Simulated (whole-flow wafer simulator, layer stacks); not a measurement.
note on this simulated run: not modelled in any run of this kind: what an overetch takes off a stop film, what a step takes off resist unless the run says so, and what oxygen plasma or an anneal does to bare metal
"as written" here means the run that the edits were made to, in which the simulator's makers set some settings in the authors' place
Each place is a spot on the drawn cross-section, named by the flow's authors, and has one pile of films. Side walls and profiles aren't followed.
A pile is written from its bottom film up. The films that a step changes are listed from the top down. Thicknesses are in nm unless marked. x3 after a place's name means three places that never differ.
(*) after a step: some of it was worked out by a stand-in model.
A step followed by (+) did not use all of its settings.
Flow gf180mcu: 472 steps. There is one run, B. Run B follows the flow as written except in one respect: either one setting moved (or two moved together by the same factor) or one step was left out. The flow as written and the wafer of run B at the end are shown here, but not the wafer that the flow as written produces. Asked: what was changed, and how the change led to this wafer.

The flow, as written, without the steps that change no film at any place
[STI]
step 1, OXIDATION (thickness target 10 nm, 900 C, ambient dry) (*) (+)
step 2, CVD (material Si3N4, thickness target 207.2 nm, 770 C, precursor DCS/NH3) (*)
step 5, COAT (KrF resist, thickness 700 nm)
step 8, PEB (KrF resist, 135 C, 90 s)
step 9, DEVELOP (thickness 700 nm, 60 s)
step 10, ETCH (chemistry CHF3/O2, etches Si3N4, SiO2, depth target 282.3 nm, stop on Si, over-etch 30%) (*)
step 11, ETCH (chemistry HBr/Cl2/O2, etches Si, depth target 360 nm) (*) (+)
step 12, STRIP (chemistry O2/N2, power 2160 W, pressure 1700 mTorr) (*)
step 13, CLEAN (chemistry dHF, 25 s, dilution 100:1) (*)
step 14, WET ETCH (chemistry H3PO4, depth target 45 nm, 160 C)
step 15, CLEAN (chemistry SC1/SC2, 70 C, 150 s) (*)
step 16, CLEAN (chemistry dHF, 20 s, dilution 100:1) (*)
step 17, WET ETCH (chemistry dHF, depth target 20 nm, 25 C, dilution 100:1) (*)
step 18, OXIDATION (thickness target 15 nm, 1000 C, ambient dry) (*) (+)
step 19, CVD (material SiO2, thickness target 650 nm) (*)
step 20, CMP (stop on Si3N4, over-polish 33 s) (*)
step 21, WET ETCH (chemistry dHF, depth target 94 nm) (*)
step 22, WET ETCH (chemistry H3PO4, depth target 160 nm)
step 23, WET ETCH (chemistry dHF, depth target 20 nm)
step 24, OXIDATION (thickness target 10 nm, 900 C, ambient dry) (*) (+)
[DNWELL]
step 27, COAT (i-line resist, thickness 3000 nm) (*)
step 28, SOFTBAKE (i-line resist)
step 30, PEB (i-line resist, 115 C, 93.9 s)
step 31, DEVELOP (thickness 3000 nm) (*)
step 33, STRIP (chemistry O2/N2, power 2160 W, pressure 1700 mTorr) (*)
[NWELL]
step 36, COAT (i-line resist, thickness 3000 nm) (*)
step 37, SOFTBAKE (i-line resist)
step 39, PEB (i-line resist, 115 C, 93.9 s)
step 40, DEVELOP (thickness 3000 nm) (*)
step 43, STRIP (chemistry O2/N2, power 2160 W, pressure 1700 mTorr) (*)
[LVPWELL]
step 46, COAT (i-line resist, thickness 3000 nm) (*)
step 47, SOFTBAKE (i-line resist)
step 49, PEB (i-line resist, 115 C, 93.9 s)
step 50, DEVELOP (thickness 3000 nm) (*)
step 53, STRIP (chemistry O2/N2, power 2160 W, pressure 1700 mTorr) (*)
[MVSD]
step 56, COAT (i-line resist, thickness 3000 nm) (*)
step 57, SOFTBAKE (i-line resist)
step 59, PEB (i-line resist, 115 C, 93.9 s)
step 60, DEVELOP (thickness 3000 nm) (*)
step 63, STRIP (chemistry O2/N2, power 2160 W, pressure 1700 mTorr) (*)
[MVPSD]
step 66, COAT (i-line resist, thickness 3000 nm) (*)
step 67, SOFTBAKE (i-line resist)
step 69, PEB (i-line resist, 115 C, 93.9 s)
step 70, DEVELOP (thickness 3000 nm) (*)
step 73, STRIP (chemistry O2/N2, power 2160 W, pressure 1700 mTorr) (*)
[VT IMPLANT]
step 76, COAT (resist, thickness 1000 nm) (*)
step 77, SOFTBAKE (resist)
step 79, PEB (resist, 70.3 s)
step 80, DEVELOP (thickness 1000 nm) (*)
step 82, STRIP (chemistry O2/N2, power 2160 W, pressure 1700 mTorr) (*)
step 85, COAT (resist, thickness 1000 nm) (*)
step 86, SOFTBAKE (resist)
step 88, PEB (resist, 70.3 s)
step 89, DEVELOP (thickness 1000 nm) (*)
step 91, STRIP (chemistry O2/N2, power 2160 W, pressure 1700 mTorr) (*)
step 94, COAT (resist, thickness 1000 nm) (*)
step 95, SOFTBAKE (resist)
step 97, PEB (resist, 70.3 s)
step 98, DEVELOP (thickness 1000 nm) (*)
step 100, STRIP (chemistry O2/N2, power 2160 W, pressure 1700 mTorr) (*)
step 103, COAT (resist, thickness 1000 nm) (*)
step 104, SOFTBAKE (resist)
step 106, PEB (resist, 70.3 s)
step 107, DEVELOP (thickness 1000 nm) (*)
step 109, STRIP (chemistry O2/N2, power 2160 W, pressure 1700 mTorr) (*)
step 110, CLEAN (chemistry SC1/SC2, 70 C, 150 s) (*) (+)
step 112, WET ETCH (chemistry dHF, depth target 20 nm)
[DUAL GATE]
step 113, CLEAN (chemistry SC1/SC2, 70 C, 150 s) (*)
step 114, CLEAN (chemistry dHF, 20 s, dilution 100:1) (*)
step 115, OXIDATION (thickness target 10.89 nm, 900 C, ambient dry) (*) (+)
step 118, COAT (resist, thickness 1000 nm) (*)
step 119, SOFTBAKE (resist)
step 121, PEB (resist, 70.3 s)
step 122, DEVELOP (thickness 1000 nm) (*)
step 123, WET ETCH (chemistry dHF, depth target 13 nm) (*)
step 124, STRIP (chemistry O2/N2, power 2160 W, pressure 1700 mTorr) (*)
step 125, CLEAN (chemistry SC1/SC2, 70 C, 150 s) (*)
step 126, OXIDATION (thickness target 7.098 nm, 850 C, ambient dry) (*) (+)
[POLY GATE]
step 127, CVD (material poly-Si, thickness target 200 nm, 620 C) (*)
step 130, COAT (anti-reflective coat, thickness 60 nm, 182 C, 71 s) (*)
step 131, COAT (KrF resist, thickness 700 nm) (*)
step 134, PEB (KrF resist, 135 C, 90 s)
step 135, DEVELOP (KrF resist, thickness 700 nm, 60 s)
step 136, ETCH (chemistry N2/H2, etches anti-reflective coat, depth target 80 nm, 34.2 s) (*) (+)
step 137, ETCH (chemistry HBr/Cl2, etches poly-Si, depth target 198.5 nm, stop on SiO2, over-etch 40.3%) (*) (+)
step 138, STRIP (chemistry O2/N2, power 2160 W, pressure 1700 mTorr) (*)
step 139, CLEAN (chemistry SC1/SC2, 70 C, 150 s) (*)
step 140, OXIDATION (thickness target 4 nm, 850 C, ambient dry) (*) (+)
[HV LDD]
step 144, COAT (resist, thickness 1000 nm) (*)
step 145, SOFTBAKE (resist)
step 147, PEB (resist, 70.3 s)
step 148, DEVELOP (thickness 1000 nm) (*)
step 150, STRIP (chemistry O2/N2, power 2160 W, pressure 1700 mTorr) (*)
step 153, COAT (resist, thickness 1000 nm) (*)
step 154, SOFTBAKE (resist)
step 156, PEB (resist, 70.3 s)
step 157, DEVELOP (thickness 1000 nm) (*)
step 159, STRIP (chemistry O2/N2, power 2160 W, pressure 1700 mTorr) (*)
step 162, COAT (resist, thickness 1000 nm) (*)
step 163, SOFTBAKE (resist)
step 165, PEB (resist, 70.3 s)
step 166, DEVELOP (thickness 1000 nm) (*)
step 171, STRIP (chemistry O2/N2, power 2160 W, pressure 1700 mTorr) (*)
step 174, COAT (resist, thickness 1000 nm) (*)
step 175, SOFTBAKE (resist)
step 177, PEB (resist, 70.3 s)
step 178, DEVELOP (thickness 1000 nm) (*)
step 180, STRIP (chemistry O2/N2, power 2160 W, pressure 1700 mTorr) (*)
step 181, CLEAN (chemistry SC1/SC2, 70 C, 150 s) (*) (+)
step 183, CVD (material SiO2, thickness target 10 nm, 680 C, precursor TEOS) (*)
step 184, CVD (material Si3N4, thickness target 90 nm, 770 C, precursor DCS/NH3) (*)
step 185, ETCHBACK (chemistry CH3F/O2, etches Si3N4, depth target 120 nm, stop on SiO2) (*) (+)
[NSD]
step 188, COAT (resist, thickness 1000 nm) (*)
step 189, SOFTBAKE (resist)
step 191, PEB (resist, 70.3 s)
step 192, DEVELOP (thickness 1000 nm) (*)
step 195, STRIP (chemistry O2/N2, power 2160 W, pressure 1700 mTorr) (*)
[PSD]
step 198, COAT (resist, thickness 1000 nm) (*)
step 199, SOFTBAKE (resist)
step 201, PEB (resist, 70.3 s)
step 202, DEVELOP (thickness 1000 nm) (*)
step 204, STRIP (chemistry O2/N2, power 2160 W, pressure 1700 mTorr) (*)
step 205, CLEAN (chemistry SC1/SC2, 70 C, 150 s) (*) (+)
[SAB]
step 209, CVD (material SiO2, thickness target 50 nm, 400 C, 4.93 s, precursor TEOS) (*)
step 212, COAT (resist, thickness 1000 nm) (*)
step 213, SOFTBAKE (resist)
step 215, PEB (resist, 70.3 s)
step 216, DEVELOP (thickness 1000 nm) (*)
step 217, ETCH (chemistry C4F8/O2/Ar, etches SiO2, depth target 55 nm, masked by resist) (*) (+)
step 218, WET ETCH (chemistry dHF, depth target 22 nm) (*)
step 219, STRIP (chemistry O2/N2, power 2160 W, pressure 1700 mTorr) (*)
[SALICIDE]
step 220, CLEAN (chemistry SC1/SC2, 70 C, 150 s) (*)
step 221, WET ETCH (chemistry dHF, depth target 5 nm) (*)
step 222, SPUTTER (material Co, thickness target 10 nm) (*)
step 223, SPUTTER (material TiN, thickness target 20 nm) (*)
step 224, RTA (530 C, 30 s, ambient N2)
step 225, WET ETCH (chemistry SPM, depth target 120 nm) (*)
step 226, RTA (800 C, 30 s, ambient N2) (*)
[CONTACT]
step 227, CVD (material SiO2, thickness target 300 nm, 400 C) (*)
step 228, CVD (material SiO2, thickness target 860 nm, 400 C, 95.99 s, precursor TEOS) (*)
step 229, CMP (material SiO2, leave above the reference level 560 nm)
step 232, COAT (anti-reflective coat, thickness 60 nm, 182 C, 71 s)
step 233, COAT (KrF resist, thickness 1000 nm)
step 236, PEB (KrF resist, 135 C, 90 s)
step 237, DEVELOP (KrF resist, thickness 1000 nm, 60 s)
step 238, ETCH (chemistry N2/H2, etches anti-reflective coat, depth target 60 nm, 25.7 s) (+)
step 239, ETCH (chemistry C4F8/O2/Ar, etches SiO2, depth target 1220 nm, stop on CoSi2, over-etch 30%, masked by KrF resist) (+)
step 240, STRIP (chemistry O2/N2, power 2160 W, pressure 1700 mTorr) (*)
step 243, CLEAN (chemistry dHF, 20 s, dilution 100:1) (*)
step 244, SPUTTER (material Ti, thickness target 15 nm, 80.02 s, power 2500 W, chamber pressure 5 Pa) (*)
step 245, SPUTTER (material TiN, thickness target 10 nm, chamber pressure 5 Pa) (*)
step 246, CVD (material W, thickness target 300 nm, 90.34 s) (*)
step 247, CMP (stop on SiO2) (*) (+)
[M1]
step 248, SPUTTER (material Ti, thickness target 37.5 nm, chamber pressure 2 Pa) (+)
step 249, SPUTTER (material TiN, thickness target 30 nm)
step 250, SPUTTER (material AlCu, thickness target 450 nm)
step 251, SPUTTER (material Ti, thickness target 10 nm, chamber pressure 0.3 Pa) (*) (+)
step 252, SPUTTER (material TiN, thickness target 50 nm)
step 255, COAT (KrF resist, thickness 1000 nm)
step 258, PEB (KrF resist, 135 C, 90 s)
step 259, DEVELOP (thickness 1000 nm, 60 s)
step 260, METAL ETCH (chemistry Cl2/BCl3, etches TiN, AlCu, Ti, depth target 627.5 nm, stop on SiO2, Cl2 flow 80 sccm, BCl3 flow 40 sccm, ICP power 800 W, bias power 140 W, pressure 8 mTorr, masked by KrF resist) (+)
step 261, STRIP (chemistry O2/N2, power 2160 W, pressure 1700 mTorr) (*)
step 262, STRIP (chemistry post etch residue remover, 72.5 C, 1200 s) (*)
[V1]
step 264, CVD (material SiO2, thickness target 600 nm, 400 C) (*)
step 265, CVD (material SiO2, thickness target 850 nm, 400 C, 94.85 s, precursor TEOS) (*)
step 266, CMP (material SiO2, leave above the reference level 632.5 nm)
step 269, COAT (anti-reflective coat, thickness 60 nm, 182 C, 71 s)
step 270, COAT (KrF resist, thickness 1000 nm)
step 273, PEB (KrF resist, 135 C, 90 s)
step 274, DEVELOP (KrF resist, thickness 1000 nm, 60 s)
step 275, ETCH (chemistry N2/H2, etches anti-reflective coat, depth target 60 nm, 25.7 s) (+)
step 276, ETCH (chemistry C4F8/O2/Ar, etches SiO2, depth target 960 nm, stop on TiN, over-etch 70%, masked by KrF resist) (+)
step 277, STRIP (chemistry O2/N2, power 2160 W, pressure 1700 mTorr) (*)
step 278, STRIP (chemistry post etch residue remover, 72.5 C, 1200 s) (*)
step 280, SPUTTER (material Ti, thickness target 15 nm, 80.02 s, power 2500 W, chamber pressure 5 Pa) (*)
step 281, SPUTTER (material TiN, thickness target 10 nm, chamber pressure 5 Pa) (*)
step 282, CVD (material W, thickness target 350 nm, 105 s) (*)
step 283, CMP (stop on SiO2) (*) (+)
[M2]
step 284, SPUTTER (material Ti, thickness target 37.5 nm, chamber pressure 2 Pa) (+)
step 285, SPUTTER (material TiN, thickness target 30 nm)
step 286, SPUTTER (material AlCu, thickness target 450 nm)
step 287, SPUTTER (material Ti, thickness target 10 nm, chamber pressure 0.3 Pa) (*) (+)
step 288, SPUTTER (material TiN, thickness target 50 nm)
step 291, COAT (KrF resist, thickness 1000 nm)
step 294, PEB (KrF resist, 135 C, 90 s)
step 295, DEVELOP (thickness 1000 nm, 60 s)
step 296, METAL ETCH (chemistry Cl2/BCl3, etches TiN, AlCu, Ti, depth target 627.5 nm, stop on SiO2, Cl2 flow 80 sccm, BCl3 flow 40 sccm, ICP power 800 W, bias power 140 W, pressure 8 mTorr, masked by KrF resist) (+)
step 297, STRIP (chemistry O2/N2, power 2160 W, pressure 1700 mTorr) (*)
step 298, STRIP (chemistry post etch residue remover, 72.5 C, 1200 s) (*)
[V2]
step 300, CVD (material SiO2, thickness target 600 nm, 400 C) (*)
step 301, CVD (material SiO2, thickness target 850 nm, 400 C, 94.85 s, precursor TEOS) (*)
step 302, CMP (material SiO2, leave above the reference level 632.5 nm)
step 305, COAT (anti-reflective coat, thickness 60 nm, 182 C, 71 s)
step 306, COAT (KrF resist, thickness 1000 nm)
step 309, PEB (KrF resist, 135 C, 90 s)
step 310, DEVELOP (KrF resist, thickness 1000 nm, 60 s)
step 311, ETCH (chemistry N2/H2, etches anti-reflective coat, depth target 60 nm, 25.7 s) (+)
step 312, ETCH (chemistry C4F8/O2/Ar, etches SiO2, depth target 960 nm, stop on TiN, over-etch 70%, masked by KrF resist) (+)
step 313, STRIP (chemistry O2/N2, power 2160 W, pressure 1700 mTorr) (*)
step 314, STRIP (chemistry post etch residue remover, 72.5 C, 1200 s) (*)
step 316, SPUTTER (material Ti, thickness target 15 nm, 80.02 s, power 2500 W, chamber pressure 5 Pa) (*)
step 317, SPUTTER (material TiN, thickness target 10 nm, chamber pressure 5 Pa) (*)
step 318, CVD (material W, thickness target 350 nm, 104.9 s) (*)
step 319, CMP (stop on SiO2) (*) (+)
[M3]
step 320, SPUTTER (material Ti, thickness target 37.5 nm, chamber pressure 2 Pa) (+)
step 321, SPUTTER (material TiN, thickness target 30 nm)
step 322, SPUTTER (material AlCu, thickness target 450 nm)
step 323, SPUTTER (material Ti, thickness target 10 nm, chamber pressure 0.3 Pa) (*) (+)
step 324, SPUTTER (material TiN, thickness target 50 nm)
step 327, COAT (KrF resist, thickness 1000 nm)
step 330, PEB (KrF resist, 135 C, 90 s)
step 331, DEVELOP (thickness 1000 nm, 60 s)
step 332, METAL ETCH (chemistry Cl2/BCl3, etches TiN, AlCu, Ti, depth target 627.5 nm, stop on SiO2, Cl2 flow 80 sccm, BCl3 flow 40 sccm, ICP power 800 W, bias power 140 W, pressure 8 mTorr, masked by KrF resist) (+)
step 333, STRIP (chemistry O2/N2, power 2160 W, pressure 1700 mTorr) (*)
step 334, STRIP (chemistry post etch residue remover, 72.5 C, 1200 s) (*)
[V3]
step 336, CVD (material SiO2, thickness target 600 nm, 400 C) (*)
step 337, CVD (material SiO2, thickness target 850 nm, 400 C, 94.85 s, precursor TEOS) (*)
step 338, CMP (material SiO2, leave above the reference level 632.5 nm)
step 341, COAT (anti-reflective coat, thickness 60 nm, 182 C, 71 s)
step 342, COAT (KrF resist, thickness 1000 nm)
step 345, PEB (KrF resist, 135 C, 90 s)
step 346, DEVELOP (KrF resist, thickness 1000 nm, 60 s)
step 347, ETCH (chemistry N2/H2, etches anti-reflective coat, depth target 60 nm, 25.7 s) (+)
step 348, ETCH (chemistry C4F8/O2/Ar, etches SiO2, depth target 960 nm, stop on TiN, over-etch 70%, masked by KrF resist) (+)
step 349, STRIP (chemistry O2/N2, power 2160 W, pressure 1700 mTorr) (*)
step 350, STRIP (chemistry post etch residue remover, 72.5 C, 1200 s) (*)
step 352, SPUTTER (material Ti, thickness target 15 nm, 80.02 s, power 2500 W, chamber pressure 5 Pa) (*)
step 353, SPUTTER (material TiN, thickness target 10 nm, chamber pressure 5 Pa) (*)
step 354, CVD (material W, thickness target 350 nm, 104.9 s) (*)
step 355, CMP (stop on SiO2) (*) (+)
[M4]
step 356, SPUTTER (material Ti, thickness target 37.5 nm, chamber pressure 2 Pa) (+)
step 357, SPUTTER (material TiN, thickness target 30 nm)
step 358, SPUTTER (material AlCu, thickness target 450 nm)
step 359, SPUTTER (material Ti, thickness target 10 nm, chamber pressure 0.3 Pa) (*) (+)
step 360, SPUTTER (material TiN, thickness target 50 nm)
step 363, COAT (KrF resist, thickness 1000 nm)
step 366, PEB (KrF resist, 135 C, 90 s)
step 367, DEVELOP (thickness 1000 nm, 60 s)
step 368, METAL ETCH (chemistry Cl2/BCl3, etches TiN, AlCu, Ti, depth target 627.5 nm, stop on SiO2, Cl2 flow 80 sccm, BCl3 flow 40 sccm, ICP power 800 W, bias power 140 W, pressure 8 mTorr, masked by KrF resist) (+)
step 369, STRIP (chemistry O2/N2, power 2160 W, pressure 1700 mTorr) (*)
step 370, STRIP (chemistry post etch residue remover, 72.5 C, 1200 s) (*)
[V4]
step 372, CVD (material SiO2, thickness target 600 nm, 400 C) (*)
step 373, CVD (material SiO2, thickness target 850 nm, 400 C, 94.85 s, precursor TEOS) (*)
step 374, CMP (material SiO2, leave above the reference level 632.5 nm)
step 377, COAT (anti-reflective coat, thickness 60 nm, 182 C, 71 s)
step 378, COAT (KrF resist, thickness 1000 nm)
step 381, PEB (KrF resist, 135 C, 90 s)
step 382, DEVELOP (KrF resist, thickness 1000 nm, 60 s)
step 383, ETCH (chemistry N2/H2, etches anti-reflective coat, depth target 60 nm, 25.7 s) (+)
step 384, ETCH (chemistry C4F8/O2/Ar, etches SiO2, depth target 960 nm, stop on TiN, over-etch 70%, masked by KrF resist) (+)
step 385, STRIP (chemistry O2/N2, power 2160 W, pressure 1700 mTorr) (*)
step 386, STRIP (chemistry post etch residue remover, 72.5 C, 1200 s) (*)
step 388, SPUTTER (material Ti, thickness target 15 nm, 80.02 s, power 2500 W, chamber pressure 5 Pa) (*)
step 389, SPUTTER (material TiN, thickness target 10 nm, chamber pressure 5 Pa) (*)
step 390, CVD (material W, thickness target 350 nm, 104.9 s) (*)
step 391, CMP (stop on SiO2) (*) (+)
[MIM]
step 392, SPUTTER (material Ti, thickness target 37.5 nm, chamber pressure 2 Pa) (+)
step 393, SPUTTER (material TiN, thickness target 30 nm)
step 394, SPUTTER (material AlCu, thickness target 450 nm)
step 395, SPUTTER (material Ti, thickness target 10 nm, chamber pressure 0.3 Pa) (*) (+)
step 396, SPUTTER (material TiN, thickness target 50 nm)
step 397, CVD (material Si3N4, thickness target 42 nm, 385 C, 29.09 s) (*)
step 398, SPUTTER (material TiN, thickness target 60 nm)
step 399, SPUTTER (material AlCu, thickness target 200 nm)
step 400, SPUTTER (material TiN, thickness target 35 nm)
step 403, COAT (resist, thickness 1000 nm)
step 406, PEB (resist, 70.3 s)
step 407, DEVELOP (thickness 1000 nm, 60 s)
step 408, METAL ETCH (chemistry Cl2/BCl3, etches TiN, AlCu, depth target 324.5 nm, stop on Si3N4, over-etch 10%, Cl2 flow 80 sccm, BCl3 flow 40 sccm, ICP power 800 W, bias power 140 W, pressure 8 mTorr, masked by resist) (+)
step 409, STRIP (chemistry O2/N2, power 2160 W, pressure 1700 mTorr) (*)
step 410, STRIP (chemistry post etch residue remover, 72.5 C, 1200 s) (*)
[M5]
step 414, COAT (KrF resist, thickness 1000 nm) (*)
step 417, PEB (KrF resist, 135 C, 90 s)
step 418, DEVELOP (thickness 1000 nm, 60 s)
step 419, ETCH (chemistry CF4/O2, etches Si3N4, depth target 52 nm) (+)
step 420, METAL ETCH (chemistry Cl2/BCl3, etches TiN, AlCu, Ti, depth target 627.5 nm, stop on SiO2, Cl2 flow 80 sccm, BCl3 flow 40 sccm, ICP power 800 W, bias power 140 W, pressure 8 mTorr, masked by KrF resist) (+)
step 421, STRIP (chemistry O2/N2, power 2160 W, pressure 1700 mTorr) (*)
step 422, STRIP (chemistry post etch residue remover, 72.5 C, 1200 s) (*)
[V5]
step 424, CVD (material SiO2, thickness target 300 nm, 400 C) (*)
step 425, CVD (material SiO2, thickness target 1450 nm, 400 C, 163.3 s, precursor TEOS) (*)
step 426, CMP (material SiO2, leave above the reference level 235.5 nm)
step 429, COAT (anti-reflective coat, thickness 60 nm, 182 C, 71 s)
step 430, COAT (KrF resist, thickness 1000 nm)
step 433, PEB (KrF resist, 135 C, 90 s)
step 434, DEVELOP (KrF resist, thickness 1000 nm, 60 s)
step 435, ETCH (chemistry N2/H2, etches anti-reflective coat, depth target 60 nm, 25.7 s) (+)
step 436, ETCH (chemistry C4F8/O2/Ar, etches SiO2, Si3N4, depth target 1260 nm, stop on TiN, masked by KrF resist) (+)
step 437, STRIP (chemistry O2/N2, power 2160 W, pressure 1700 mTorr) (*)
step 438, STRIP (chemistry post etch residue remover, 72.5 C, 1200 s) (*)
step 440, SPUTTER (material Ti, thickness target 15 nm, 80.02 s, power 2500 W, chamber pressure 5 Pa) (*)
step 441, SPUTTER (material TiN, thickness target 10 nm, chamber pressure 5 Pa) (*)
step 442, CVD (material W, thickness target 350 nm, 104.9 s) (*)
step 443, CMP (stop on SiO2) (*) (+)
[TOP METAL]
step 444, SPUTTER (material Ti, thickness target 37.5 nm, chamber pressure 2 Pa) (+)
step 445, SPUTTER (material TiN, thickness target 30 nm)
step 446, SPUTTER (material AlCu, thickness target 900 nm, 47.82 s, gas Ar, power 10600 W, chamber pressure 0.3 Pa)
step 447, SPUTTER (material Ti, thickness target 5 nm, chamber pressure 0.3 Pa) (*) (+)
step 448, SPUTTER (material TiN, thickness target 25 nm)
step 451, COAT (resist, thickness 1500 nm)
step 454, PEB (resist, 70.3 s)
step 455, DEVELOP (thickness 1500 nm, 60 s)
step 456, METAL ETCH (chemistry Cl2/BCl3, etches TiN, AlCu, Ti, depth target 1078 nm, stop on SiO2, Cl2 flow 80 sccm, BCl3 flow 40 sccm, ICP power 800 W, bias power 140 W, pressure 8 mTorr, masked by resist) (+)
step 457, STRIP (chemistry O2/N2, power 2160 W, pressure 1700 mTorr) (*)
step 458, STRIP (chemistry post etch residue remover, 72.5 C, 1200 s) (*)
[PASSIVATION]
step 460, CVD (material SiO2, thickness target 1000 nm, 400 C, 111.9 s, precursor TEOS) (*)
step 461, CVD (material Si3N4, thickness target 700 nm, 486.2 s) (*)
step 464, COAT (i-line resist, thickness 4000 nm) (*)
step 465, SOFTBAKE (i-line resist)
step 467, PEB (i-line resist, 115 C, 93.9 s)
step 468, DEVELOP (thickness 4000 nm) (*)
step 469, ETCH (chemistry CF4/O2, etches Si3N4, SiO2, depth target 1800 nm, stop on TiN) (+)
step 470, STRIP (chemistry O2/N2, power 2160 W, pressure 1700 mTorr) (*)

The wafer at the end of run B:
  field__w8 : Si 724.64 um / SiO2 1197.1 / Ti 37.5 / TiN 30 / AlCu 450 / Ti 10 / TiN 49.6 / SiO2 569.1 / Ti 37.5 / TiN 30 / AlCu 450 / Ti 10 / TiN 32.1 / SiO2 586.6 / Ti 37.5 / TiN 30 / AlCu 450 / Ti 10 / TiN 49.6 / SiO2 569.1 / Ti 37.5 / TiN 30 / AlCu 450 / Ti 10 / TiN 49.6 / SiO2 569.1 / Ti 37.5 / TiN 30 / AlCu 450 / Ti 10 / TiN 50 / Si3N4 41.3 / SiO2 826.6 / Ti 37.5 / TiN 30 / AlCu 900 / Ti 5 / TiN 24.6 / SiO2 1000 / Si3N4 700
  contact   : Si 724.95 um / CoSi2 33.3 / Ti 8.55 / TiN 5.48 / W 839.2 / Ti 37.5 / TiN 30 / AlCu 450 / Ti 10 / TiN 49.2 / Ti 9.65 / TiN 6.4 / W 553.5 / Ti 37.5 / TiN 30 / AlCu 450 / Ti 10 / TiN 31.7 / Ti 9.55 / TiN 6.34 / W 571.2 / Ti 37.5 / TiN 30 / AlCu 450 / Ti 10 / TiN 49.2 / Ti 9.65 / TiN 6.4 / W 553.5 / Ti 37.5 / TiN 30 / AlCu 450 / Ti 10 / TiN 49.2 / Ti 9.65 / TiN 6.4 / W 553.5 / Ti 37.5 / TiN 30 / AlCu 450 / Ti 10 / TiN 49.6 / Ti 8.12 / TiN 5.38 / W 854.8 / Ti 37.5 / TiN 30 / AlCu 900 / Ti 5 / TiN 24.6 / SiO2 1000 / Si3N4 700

The reason: step 288, SPUTTER: thickness target 32.5 nm was run, though the flow has thickness target 50 nm.

The path from the change to this, step by step:
  step 288, SPUTTER (material TiN, thickness target 50 nm)
      field, field__w1, field__w2 and 108 more: TiN gains 32.5 (new film) (it would be, as written: TiN gains 50 (new film))
  step 296, METAL ETCH (chemistry Cl2/BCl3, etches TiN, AlCu, Ti, depth target 627.5 nm, stop on SiO2, Cl2 flow 80 sccm, BCl3 flow 40 sccm, ICP power 800 W, bias power 140 W, pressure 8 mTorr, masked by KrF resist) (+)
      field, field__w1, field__w2 and 103 more: TiN loses 32.5 (all of it), Ti loses 10 (all of it), AlCu loses 450 (all of it), TiN loses 30 (all of it), Ti loses 37.5 (all of it) (it would be, as written: TiN loses 50 (all of it), Ti loses 10 (all of it), AlCu loses 450 (all of it), TiN loses 30 (all of it), Ti loses 37.5 (all of it))
  step 312, ETCH (chemistry C4F8/O2/Ar, etches SiO2, depth target 960 nm, stop on TiN, over-etch 70%, masked by KrF resist) (+)
      contact: SiO2 loses 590 (all of it) (it would be, as written: SiO2 loses 572.5 (all of it))
